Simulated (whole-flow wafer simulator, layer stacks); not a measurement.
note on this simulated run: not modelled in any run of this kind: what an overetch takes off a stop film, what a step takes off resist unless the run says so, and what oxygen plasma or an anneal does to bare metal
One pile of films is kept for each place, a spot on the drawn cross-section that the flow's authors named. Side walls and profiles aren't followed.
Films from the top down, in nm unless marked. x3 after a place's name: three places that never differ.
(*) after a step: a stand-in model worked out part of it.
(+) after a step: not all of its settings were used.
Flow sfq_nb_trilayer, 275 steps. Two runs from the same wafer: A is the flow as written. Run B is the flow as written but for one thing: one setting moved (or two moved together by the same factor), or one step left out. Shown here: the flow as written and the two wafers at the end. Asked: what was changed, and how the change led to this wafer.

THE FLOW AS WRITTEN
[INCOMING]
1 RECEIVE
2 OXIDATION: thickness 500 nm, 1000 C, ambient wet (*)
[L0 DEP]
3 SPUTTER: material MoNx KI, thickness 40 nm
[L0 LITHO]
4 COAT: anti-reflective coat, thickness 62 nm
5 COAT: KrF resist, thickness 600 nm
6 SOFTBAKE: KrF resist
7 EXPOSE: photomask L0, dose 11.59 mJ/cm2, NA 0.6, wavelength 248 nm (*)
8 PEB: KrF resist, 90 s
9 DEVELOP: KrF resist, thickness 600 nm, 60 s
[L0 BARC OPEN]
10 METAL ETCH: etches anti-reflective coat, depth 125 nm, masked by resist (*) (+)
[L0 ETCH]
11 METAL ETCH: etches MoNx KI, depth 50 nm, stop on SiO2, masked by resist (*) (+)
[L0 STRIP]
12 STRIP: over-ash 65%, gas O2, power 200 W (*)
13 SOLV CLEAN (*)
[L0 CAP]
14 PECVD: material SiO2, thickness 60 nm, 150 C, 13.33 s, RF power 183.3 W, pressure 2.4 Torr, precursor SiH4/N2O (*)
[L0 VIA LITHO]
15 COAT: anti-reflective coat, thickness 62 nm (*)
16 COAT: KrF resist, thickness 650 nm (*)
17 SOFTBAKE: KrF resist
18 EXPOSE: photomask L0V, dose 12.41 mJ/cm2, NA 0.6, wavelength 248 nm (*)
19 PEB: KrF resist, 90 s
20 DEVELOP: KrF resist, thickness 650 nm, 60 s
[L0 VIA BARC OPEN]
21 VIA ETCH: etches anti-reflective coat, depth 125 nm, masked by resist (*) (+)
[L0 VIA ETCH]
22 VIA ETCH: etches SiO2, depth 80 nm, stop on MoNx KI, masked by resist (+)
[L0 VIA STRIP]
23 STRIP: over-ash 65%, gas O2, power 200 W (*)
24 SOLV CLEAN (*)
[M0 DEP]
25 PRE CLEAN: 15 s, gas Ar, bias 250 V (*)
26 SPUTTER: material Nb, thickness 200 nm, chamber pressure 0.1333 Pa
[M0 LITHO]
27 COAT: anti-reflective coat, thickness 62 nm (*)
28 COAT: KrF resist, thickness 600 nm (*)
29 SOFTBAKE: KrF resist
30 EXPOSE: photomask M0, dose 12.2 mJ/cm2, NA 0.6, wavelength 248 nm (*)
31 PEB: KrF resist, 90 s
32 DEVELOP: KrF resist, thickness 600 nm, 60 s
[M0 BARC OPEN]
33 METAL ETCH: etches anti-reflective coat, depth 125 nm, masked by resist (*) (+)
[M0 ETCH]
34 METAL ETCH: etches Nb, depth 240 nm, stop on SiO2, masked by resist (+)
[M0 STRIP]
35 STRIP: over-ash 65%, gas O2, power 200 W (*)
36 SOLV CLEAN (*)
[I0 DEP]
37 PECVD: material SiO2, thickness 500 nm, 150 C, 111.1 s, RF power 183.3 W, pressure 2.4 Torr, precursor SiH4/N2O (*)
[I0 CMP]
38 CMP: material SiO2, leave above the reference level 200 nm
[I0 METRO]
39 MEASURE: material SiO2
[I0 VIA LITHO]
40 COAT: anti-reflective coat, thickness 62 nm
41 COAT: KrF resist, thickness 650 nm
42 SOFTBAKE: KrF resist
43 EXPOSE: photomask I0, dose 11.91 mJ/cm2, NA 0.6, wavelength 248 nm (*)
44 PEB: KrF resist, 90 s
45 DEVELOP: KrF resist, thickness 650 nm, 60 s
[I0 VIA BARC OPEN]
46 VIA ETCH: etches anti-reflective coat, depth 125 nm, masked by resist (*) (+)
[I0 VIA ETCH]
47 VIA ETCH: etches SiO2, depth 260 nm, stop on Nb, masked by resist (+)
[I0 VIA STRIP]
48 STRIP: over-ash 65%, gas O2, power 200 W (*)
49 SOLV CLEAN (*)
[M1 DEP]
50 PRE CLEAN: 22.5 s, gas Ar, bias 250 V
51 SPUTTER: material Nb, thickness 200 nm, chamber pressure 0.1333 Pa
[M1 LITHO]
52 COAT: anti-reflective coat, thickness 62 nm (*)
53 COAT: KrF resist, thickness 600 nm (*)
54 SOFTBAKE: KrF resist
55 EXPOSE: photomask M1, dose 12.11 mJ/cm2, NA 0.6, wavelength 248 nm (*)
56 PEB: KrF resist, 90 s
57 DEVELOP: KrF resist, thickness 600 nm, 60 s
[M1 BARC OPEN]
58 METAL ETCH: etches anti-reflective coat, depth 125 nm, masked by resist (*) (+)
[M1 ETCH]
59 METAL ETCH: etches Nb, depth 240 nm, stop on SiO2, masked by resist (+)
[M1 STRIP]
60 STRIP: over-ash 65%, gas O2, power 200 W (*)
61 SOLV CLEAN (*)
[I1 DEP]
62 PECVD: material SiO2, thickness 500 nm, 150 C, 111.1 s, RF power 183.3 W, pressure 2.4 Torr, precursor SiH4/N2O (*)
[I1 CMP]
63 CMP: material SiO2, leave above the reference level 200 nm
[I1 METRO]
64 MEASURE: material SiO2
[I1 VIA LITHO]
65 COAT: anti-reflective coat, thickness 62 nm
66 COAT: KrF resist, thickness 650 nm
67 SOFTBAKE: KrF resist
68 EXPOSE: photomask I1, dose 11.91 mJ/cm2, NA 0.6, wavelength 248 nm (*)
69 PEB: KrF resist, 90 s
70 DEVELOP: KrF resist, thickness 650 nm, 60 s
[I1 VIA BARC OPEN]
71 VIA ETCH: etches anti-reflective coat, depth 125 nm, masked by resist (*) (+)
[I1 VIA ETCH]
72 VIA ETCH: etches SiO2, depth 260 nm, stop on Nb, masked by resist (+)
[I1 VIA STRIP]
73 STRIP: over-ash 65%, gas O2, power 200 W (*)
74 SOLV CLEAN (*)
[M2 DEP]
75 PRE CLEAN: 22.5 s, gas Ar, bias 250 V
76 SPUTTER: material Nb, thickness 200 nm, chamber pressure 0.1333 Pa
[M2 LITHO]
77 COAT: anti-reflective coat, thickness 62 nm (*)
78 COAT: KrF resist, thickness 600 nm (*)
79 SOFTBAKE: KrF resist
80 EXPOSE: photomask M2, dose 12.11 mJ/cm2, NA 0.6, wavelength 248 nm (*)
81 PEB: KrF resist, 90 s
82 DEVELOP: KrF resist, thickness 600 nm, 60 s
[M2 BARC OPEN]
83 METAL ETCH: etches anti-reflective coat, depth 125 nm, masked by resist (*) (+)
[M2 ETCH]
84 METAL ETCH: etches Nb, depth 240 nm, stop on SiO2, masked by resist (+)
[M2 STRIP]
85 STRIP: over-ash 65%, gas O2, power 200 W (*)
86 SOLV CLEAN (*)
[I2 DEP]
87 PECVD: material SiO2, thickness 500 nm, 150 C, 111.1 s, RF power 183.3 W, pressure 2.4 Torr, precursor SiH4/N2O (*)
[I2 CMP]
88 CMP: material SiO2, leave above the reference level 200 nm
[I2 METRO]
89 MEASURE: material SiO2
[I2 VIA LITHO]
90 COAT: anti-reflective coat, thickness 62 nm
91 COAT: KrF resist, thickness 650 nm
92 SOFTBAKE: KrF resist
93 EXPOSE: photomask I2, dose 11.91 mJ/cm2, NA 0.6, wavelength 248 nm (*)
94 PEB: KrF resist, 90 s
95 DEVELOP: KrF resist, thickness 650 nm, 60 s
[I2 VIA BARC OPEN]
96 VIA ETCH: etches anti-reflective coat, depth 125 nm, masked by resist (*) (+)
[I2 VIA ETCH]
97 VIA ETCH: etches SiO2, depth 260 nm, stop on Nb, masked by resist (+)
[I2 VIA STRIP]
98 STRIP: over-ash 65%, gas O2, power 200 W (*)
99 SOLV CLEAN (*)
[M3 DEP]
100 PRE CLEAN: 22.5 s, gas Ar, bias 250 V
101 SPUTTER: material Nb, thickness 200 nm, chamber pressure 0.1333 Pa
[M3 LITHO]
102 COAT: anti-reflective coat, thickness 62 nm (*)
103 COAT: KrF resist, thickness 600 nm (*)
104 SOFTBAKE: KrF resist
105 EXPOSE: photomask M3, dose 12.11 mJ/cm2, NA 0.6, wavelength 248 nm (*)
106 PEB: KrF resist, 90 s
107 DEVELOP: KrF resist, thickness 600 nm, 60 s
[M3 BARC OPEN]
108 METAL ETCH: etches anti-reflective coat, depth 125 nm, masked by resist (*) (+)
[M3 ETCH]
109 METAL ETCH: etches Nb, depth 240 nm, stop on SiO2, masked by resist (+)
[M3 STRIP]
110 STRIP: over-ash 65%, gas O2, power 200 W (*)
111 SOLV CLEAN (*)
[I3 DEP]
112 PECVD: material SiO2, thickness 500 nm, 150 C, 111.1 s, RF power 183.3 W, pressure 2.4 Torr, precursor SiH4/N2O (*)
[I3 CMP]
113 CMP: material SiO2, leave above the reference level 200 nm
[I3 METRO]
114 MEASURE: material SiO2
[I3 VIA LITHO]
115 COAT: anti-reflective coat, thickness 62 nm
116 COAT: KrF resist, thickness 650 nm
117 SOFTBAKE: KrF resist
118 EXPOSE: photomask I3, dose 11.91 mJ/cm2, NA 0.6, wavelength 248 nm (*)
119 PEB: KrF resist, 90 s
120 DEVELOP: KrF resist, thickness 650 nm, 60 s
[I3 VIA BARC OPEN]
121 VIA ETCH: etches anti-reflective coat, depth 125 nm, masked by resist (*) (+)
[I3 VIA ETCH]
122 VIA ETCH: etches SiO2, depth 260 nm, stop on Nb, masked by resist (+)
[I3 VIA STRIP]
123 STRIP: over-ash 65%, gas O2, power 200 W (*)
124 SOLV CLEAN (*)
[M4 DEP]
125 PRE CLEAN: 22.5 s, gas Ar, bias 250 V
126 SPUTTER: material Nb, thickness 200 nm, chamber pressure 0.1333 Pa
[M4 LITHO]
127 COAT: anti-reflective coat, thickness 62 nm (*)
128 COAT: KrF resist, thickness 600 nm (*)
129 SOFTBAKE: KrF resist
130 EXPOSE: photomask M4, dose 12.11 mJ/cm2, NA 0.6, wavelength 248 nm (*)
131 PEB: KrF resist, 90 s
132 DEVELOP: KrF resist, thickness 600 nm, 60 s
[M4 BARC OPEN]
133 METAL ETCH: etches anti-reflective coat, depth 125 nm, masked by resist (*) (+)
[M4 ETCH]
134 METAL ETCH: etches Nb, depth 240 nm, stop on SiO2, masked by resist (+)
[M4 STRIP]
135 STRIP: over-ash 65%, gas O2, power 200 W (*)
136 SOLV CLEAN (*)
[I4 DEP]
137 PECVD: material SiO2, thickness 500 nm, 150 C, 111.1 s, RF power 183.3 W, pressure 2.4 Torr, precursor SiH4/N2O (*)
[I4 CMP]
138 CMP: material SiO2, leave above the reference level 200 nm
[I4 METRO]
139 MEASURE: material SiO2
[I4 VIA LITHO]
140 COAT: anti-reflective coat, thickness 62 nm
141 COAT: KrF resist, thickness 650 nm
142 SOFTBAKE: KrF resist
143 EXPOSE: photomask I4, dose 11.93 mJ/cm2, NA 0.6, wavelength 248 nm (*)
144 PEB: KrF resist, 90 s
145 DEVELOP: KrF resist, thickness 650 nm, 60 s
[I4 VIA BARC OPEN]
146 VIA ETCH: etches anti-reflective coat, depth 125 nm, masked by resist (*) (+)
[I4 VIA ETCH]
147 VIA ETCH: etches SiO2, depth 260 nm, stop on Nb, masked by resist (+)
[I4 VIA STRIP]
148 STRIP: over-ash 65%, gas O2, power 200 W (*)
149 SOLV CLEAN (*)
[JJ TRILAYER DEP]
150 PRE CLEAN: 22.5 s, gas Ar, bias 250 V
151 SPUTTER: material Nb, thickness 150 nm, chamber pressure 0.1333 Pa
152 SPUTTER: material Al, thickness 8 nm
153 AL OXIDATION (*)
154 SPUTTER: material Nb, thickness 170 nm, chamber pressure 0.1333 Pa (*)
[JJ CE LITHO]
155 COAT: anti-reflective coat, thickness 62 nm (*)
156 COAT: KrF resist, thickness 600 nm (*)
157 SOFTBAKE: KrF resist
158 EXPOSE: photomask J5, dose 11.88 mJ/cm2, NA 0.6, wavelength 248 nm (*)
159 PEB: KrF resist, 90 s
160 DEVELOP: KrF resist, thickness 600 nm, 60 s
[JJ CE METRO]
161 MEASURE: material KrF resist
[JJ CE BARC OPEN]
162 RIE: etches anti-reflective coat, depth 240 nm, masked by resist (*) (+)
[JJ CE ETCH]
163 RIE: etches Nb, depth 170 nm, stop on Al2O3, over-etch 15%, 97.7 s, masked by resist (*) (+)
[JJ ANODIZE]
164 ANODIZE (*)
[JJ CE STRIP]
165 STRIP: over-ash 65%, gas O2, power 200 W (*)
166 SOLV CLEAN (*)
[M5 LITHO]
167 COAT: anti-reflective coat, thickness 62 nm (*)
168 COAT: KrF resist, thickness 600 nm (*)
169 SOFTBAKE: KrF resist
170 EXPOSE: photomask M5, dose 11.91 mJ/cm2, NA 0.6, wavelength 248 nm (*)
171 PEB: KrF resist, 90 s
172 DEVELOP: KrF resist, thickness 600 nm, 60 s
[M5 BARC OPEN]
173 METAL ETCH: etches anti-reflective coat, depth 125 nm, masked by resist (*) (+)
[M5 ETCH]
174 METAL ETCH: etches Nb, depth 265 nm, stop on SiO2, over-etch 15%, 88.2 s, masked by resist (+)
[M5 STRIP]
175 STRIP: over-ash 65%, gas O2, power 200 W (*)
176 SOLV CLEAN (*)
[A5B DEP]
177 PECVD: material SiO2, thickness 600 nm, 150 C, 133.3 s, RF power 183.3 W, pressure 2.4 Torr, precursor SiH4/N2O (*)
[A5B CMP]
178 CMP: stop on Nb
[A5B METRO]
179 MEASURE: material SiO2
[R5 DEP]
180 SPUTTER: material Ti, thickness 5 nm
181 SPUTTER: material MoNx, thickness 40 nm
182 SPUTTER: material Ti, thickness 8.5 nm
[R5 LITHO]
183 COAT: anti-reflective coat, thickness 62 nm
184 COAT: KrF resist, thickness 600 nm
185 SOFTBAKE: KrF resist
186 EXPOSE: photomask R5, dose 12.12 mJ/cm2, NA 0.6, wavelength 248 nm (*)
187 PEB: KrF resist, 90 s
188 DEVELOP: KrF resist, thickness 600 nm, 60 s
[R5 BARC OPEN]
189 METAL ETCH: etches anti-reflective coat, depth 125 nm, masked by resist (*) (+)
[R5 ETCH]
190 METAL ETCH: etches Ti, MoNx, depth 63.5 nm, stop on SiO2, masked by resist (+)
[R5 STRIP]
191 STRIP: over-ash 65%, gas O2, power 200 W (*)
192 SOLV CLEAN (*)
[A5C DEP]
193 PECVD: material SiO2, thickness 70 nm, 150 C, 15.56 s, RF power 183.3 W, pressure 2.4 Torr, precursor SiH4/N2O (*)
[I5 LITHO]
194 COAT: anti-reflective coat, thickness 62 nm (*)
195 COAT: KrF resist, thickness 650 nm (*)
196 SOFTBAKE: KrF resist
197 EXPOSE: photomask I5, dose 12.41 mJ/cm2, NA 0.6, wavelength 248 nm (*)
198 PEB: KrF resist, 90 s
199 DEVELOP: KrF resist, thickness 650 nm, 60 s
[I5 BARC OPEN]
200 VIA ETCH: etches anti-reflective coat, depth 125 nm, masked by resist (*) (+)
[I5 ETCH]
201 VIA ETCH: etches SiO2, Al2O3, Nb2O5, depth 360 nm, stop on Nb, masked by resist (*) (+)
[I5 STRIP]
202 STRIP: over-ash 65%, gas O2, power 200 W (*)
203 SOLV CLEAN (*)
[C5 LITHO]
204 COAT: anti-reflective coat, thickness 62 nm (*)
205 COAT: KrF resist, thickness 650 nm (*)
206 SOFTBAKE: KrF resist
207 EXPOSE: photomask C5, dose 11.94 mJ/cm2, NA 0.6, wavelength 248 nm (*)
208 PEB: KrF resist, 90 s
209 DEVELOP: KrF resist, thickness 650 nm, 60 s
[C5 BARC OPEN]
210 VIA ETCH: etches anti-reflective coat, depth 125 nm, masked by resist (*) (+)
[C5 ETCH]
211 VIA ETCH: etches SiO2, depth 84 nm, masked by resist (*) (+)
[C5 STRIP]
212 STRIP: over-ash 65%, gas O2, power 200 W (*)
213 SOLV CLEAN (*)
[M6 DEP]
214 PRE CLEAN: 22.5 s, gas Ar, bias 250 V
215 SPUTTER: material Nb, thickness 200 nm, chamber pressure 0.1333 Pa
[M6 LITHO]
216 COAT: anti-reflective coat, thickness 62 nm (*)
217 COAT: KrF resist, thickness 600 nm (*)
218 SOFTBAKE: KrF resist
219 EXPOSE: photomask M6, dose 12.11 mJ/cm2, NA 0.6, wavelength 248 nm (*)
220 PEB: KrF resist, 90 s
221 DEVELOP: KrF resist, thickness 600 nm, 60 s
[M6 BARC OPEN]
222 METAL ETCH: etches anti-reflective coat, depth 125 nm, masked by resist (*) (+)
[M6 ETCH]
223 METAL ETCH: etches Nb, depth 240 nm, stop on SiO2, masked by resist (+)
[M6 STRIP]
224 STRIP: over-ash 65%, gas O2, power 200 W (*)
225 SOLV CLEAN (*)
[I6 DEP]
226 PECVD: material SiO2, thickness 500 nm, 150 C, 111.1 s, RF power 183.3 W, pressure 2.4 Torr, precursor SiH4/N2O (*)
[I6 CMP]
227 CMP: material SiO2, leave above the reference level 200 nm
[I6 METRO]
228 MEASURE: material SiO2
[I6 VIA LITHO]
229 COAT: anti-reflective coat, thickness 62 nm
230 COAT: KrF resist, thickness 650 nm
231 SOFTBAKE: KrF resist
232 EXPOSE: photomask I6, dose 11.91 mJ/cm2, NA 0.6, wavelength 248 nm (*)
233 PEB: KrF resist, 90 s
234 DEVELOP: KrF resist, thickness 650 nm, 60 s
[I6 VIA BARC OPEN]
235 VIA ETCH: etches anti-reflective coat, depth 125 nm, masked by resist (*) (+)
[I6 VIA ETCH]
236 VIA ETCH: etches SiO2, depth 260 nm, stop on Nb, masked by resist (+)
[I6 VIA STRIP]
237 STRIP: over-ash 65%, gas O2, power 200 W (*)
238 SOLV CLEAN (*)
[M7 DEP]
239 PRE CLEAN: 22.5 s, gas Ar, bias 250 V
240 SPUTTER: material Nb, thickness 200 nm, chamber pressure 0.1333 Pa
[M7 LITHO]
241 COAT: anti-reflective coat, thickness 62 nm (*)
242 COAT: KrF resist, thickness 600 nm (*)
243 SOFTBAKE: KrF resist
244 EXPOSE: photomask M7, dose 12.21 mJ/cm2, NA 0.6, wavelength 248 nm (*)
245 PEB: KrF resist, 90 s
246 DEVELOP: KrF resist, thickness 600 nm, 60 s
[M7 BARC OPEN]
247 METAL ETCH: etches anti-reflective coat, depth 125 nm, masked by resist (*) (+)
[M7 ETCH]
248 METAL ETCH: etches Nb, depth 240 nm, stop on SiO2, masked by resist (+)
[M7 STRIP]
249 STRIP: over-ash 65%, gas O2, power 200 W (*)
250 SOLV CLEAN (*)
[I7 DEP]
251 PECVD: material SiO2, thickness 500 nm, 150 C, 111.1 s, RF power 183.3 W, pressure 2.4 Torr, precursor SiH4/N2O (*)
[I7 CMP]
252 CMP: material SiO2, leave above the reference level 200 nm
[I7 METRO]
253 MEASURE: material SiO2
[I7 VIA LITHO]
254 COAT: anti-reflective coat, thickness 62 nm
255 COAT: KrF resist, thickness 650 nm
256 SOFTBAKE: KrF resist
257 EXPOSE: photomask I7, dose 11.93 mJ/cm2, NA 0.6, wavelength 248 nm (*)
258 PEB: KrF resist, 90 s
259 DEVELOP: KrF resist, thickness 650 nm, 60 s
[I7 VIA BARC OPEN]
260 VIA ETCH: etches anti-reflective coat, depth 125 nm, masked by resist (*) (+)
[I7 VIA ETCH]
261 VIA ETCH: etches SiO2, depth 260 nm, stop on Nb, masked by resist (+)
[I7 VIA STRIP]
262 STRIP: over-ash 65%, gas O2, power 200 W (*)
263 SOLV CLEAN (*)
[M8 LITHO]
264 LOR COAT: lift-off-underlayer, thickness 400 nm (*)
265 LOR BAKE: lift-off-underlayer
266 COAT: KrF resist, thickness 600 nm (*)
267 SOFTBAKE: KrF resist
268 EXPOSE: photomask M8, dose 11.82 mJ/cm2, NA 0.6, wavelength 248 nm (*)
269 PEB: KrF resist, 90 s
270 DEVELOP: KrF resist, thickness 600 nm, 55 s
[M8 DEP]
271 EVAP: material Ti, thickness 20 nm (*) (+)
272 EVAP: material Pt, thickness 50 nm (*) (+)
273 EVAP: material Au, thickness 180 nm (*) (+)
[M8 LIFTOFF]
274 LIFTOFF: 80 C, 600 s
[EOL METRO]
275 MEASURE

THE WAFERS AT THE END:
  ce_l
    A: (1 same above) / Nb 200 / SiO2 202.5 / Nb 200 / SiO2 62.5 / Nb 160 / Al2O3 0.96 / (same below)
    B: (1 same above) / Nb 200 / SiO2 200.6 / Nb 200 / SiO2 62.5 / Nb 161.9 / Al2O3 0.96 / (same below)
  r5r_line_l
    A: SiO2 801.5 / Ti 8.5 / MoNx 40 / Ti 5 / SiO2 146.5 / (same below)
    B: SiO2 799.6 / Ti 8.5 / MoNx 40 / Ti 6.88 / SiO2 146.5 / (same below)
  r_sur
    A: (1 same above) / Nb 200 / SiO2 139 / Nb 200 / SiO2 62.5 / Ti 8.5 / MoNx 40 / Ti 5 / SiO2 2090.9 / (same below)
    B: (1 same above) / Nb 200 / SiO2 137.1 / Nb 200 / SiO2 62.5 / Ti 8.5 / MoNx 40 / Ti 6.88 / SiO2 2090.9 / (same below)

The cause: step 180, SPUTTER: thickness 6.88 nm was run, where the flow has thickness 5 nm.
It can be read off the wafer: r5r_line_l has Ti 6.88, and step 180 as written asks for 5 nm.

How the change led to this, step by step:
  180 SPUTTER: material Ti, thickness 5 nm
      field_l, v_sur, via_wl and 103 more: A Ti +5 (new film) | B Ti +6.88 (new film)
  190 METAL ETCH: etches Ti, MoNx, depth 63.5 nm, stop on SiO2, masked by resist (+)
      field_l, v_sur, via_wl and 92 more: A Ti -8.5 (all of it), MoNx -40 (all of it), Ti -5 (all of it) | B Ti -8.5 (all of it), MoNx -40 (all of it), Ti -6.88 (all of it)
      ce_l, c5j, ce_r, wl_jj: A Ti -8.5 (all of it), MoNx -40 (all of it), Ti -5 (all of it), Nb -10 | B Ti -8.5 (all of it), MoNx -40 (all of it), Ti -6.88 (all of it), Nb -8.12
